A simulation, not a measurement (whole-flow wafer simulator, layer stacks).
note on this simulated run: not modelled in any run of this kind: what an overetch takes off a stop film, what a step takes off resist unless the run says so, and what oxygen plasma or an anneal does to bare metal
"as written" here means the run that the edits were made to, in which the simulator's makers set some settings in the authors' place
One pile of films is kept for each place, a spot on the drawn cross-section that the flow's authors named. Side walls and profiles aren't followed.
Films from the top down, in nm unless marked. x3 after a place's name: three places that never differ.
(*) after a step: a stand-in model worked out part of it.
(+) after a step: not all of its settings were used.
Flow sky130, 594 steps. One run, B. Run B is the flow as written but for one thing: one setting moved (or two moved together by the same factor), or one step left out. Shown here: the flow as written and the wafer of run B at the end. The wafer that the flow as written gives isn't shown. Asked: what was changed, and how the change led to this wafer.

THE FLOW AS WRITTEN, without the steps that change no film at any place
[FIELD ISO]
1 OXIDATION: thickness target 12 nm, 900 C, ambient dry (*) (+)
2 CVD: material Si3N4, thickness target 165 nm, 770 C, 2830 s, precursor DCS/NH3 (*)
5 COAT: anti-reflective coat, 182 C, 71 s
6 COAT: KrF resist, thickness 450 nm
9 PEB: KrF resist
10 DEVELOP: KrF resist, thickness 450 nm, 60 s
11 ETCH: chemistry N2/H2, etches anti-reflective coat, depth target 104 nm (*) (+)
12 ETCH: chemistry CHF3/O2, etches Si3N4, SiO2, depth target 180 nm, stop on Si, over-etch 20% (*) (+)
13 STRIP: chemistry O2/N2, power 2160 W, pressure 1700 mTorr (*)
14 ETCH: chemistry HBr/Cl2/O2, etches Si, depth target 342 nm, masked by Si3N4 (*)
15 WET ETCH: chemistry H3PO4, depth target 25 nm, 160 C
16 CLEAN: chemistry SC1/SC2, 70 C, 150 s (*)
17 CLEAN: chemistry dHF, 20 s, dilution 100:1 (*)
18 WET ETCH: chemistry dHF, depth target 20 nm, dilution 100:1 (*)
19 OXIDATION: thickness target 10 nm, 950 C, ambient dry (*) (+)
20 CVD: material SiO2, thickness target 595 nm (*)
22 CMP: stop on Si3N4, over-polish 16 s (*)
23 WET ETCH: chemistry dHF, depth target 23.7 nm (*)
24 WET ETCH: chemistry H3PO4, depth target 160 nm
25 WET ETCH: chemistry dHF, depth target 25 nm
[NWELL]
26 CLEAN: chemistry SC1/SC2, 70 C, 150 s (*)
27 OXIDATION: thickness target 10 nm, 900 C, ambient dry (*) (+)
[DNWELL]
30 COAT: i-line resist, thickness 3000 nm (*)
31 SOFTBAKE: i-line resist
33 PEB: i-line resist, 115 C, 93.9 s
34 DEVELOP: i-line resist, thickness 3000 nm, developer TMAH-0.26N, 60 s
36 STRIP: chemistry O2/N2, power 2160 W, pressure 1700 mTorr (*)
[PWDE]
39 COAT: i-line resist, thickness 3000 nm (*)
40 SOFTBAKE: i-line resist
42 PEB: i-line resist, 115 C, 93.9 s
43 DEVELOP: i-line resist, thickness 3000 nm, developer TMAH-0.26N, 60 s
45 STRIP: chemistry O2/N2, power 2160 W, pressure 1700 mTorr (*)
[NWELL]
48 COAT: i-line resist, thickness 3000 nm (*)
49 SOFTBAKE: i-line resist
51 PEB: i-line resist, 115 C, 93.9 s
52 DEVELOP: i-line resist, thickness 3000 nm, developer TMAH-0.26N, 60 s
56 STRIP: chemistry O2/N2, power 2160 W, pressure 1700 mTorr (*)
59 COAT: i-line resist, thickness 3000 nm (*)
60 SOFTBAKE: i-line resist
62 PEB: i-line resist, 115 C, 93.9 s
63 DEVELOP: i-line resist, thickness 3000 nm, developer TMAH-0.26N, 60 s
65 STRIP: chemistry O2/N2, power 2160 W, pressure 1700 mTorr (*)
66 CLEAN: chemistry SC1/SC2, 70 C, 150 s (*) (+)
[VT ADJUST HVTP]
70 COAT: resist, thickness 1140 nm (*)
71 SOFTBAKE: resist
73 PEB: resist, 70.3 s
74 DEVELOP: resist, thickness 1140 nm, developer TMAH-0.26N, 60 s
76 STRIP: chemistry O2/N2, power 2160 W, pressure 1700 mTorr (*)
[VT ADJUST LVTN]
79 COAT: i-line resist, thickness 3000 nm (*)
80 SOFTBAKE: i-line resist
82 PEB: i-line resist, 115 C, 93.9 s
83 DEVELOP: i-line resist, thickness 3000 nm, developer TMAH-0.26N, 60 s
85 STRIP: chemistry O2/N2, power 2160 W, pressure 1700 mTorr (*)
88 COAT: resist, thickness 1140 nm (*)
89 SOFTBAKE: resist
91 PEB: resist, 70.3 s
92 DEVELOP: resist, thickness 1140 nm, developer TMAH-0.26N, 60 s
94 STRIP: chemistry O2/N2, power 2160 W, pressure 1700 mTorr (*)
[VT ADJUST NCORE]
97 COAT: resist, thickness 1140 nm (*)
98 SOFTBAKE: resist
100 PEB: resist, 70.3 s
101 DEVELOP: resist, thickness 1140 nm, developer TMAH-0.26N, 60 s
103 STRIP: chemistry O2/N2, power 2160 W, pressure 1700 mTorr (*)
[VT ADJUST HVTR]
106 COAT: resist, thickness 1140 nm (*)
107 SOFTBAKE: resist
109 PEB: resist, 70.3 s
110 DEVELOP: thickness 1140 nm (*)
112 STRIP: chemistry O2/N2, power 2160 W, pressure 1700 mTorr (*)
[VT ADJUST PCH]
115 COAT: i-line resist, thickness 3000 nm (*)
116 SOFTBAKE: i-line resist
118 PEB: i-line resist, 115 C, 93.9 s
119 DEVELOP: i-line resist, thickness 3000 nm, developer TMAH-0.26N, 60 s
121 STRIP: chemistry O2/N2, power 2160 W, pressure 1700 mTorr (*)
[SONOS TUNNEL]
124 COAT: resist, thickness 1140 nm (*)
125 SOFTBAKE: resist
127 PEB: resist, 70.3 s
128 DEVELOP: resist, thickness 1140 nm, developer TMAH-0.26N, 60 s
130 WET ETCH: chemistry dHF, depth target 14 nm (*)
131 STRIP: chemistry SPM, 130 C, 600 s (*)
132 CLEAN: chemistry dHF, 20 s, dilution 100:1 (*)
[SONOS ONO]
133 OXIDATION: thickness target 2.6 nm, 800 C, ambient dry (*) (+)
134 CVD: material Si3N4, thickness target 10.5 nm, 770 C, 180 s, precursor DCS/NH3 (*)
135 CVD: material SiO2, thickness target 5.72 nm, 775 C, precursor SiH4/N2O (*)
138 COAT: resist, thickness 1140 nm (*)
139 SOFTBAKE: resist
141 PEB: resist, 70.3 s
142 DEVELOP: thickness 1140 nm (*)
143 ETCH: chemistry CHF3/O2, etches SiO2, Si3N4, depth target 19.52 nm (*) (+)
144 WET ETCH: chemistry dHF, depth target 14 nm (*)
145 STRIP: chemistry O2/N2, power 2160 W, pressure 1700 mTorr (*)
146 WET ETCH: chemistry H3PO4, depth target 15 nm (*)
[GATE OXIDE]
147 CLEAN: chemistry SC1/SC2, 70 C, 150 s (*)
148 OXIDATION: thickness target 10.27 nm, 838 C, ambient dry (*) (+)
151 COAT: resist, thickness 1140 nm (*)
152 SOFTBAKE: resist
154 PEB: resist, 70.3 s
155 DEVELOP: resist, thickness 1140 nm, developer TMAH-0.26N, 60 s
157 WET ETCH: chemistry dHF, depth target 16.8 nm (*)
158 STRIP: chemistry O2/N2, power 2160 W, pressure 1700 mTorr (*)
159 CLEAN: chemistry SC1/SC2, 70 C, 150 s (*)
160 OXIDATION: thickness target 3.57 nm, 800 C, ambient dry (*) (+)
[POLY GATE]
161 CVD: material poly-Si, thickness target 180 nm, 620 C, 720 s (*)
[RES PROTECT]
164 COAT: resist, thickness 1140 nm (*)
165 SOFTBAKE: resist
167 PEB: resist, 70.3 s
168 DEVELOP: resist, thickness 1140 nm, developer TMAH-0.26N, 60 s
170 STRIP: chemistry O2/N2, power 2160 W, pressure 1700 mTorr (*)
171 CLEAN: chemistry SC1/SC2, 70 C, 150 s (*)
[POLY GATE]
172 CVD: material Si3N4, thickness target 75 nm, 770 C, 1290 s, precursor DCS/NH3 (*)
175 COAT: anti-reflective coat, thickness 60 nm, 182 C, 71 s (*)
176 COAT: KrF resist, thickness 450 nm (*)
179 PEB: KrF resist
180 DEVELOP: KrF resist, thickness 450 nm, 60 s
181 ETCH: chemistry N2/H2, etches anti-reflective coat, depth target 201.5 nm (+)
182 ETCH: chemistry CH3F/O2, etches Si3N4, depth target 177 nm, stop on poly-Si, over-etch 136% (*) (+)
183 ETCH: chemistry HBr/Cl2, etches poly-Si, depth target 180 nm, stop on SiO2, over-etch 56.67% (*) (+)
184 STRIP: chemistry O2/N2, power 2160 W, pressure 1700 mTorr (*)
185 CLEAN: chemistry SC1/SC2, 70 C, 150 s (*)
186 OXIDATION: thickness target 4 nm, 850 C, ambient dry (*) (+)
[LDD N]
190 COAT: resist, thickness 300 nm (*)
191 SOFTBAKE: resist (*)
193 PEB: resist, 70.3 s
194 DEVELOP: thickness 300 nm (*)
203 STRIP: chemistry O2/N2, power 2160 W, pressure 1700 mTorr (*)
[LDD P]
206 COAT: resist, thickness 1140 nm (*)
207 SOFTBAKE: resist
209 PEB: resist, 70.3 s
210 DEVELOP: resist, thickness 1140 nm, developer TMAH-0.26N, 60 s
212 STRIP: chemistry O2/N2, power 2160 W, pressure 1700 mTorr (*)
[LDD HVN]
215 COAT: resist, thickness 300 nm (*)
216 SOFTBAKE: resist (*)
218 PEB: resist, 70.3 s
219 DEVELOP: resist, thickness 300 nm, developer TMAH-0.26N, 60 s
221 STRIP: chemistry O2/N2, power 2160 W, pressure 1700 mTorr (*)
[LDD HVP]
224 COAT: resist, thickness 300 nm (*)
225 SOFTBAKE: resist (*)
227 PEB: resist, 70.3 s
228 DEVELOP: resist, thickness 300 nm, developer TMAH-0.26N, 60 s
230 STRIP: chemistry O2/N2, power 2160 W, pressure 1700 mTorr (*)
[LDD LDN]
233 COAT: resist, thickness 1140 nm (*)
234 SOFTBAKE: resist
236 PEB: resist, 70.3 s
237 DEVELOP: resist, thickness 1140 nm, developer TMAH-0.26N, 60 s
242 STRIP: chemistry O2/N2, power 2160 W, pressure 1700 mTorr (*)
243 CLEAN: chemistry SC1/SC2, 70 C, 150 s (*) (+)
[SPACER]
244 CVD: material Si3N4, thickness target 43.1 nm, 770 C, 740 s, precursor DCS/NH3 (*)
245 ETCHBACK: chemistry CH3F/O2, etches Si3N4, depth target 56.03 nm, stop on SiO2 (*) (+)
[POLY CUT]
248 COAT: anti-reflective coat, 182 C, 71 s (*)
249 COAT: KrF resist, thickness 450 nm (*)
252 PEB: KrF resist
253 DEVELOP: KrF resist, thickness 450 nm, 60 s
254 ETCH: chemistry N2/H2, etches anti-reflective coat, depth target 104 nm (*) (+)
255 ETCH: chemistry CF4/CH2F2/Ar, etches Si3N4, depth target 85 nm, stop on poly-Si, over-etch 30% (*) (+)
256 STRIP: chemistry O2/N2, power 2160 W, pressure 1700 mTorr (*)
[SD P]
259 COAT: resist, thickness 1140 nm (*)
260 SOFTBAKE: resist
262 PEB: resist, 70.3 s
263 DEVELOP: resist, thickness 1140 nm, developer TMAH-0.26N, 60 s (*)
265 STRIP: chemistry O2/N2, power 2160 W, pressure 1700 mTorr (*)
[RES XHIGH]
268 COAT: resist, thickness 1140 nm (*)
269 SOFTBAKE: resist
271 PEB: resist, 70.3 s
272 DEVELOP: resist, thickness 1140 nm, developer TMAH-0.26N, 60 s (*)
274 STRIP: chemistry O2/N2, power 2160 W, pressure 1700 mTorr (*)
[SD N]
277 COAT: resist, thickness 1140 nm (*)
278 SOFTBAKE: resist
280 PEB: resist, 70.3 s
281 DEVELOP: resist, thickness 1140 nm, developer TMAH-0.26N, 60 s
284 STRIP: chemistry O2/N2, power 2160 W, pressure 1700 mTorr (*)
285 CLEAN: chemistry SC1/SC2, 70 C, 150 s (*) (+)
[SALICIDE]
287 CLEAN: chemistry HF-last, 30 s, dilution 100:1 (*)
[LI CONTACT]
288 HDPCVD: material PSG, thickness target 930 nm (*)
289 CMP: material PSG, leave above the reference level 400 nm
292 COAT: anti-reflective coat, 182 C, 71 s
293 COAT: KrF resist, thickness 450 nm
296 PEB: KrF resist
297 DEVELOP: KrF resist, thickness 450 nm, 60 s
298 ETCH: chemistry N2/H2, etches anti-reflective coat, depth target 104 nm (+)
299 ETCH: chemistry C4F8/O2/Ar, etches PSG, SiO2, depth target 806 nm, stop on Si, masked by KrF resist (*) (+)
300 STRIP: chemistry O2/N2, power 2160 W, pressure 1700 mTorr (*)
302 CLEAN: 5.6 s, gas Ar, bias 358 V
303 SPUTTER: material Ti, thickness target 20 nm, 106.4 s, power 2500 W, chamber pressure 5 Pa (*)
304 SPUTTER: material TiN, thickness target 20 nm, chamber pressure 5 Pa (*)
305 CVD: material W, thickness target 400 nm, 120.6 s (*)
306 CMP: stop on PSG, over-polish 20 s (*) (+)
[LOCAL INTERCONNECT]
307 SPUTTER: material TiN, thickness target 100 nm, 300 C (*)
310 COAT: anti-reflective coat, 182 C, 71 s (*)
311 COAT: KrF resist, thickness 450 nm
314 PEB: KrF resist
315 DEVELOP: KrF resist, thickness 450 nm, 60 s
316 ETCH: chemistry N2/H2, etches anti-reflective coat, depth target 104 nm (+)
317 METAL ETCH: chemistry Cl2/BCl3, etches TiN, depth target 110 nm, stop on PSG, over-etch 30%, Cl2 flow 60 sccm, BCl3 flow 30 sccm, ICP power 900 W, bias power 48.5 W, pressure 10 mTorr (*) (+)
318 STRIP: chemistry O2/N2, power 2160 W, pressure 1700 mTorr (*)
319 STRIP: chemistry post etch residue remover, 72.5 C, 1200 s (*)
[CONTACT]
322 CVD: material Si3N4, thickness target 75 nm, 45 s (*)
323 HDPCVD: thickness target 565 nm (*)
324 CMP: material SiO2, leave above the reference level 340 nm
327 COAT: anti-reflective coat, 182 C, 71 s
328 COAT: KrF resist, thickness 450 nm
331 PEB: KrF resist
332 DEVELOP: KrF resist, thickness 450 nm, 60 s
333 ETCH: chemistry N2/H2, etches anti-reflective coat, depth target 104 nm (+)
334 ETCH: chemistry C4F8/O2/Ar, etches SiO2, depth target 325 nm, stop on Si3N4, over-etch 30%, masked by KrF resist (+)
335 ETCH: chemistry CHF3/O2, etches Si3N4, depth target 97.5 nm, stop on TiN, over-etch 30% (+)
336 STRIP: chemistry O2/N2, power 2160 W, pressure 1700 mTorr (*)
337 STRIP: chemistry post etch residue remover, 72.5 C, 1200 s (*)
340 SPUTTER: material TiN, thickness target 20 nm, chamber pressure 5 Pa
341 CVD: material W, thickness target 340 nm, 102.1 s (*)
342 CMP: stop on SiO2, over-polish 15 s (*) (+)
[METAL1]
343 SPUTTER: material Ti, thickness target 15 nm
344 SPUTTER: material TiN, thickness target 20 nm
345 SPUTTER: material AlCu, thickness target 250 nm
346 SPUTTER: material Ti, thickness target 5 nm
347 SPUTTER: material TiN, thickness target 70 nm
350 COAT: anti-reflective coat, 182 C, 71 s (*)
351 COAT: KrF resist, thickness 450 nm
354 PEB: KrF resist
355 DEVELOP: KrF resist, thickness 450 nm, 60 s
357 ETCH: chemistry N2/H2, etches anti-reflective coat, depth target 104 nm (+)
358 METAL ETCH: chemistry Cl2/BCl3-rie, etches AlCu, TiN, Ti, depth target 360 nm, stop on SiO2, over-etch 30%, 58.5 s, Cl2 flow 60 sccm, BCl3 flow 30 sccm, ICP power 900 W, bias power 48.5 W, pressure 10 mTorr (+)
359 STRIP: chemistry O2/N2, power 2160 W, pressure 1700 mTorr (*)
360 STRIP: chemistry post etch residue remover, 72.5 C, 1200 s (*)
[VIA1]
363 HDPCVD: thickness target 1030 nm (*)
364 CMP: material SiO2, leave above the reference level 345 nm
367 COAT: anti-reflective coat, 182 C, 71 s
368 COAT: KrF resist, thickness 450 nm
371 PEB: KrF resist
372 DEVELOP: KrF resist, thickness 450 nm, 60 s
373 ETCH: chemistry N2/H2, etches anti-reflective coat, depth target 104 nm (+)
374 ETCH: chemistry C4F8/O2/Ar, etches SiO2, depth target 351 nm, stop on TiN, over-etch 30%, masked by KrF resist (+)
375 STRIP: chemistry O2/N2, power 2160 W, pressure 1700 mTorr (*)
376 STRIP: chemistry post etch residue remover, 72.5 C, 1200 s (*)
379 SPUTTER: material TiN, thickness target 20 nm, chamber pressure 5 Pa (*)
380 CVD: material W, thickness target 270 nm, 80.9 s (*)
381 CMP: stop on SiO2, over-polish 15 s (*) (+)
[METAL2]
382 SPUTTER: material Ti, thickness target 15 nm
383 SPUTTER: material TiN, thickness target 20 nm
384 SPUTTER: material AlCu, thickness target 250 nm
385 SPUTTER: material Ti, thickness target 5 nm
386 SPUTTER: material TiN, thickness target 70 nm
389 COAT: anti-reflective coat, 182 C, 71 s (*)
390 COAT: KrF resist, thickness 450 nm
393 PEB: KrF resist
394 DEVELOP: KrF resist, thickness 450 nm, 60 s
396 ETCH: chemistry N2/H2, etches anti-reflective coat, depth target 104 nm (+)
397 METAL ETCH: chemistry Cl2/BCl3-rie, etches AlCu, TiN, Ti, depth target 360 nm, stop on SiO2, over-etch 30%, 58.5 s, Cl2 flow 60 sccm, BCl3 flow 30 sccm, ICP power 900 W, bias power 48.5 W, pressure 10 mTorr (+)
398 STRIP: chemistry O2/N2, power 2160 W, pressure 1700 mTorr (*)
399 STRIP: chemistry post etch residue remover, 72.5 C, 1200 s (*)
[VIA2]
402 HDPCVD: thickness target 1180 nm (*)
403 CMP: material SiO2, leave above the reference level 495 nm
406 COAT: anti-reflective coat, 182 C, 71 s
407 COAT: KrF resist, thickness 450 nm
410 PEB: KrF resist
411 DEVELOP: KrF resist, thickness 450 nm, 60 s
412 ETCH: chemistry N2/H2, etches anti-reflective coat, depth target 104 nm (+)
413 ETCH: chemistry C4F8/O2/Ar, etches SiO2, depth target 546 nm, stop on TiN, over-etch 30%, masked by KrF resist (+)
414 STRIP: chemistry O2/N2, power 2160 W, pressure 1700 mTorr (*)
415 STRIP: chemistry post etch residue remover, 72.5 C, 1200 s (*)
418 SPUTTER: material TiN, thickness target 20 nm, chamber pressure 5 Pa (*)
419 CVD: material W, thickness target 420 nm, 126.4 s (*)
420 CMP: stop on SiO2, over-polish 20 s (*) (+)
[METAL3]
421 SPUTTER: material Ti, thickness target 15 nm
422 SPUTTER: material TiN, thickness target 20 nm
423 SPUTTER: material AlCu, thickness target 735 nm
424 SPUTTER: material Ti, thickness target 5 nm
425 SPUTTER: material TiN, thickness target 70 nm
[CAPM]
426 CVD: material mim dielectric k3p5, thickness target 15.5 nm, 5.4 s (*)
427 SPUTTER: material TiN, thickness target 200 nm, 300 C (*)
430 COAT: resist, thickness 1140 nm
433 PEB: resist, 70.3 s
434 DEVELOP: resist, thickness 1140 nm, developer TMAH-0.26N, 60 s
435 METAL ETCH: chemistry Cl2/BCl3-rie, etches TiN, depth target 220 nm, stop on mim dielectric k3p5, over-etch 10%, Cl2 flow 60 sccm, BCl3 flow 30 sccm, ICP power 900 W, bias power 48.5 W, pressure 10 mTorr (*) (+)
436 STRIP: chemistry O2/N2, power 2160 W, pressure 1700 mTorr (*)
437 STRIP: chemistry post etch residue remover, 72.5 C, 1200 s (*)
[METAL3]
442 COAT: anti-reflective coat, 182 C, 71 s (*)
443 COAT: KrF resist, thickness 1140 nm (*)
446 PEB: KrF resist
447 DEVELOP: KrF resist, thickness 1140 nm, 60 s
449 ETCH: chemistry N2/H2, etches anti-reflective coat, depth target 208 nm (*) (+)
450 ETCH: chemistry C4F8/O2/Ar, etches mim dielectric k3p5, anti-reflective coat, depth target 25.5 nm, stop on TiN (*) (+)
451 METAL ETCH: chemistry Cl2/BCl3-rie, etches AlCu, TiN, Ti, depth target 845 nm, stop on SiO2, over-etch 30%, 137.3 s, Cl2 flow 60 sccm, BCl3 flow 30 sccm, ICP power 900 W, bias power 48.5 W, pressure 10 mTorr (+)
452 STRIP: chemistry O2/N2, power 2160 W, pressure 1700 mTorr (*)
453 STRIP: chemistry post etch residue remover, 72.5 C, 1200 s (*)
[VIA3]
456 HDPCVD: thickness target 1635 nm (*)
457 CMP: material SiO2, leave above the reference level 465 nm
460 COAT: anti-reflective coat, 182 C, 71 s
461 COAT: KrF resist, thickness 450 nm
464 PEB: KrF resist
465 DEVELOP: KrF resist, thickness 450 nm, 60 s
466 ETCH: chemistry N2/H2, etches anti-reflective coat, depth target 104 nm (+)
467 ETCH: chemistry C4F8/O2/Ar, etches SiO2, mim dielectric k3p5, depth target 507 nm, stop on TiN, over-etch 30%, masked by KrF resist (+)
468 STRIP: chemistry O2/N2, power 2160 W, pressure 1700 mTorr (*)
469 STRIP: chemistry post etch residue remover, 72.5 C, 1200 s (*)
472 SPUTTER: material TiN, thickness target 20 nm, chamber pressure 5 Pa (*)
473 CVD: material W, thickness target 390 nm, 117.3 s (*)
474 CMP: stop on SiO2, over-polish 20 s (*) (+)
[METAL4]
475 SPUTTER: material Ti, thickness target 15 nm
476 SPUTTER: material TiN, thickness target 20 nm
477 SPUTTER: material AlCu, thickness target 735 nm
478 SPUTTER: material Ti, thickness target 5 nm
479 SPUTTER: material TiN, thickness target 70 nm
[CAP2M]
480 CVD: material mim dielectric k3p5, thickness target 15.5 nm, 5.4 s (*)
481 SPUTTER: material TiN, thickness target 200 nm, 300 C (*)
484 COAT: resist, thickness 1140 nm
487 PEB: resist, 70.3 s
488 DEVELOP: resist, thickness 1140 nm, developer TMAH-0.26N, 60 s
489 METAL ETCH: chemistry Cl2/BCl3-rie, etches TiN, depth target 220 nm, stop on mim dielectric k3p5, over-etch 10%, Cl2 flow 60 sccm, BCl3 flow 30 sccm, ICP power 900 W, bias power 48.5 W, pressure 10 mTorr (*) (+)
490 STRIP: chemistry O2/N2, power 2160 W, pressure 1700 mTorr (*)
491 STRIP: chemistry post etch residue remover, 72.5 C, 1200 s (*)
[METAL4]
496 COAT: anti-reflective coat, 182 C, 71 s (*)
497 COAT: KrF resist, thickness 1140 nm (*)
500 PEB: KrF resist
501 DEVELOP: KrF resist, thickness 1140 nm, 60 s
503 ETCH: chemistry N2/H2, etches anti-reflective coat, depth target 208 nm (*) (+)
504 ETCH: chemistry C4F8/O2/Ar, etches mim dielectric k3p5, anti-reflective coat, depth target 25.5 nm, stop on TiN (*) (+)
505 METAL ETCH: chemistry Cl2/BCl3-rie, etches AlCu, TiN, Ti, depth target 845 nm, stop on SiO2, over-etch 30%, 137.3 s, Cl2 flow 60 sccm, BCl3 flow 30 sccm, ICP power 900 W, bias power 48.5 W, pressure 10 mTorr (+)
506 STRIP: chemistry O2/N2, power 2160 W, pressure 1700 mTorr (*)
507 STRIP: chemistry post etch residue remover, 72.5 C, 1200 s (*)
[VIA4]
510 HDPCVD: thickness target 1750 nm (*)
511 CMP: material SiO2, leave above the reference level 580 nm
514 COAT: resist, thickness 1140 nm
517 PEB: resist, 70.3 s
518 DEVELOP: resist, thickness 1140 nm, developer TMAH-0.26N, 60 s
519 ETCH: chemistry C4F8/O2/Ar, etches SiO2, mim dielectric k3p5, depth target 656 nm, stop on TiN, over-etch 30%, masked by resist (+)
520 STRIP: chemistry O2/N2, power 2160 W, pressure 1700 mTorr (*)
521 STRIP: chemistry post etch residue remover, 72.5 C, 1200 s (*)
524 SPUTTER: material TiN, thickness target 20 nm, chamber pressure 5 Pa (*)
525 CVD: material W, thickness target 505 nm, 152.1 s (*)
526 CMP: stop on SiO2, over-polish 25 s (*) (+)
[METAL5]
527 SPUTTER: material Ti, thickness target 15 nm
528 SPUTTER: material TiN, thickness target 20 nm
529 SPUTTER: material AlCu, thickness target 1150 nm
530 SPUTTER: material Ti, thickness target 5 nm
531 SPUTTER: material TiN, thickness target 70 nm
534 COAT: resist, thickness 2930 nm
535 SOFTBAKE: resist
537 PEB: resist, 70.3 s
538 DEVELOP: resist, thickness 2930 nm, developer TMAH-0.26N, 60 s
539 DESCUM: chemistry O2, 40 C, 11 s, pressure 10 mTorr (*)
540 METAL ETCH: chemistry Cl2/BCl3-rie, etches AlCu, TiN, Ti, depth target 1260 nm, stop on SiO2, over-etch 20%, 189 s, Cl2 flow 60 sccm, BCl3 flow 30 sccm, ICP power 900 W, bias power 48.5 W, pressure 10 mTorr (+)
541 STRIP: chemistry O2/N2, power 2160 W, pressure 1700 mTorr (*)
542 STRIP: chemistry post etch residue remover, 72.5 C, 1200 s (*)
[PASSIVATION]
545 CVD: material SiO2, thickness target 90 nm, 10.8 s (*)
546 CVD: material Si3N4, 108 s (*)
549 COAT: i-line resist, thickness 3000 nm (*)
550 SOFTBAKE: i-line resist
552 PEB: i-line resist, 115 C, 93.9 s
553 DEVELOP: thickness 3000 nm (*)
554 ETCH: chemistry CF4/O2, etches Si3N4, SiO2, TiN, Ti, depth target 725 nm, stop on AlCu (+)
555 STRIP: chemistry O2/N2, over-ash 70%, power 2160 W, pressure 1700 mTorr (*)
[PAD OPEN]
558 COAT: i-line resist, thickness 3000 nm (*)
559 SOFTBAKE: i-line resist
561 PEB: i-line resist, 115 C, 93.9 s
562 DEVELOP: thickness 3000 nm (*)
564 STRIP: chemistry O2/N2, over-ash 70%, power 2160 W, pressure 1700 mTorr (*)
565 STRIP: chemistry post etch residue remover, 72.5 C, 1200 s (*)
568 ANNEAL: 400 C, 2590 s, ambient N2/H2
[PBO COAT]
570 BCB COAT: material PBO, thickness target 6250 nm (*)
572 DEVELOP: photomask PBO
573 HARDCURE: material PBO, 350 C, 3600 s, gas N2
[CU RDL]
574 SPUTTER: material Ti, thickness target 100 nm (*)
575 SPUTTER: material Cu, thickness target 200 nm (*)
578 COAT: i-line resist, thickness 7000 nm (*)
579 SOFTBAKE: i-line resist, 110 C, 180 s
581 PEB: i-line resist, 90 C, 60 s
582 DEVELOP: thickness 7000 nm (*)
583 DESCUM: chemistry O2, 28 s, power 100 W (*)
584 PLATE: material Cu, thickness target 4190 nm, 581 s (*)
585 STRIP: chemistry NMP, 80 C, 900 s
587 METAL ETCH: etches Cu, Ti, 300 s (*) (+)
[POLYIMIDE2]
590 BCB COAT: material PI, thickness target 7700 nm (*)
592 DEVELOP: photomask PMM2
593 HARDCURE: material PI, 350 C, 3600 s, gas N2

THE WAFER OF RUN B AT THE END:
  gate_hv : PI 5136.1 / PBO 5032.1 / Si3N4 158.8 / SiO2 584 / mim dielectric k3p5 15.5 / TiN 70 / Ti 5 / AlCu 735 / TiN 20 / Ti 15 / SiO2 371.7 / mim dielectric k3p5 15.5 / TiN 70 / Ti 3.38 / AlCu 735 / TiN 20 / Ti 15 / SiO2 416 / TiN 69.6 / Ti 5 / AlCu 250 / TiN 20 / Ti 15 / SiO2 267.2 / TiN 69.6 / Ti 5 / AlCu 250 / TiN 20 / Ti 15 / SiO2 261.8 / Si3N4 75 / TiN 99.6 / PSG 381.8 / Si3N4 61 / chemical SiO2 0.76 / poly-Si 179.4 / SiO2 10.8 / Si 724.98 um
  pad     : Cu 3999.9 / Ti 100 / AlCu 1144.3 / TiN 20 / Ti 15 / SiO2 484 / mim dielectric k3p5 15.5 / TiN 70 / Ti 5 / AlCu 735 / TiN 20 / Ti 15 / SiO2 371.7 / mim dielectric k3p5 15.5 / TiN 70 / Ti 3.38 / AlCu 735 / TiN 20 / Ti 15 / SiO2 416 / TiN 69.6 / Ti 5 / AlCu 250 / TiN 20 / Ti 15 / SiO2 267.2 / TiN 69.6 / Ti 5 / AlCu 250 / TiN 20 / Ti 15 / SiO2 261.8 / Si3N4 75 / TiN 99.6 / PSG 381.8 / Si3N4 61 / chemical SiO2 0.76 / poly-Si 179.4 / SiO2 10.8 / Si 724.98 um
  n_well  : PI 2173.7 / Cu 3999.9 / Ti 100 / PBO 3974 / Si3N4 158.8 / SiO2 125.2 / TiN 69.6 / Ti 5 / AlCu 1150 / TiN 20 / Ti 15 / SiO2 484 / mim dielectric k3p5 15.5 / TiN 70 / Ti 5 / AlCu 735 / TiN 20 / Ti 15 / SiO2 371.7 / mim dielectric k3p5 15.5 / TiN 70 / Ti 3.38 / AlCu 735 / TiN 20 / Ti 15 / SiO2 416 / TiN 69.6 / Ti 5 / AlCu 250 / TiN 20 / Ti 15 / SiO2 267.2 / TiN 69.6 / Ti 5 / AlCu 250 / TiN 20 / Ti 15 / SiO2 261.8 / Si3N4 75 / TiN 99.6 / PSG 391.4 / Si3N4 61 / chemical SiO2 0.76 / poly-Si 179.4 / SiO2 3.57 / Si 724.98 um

The cause: step 424, SPUTTER: thickness target 3.38 nm was run, where the flow has thickness target 5 nm.
It can be read off the wafer: gate_hv has Ti 3.38, and step 424 as written asks for 5 nm.

How the change led to this, step by step:
  424 SPUTTER: material Ti, thickness target 5 nm
      field, active, n_well and 188 more: Ti +3.38 (new film) (as written it would be: Ti +5 (new film))
  451 METAL ETCH: chemistry Cl2/BCl3-rie, etches AlCu, TiN, Ti, depth target 845 nm, stop on SiO2, over-etch 30%, 137.3 s, Cl2 flow 60 sccm, BCl3 flow 30 sccm, ICP power 900 W, bias power 48.5 W, pressure 10 mTorr (+)
      field, gate, spacer and 68 more: TiN -70 (all of it), Ti -3.38 (all of it), AlCu -735 (all of it), TiN -20 (all of it), Ti -15 (all of it), SiO2 -25.5 (as written it would be: TiN -70 (all of it), Ti -5 (all of it), AlCu -735 (all of it), TiN -20 (all of it), Ti -15 (all of it), SiO2 -25.4)
      active, vpp_ln, vpp_iso2 and 11 more: TiN -70 (all of it), Ti -3.38 (all of it), AlCu -735 (all of it), TiN -20 (all of it), Ti -15 (all of it), SiO2 -25.5 (as written it would be: TiN -70 (all of it), Ti -5 (all of it), AlCu -735 (all of it), TiN -20 (all of it), Ti -15 (all of it), SiO2 -25.3)
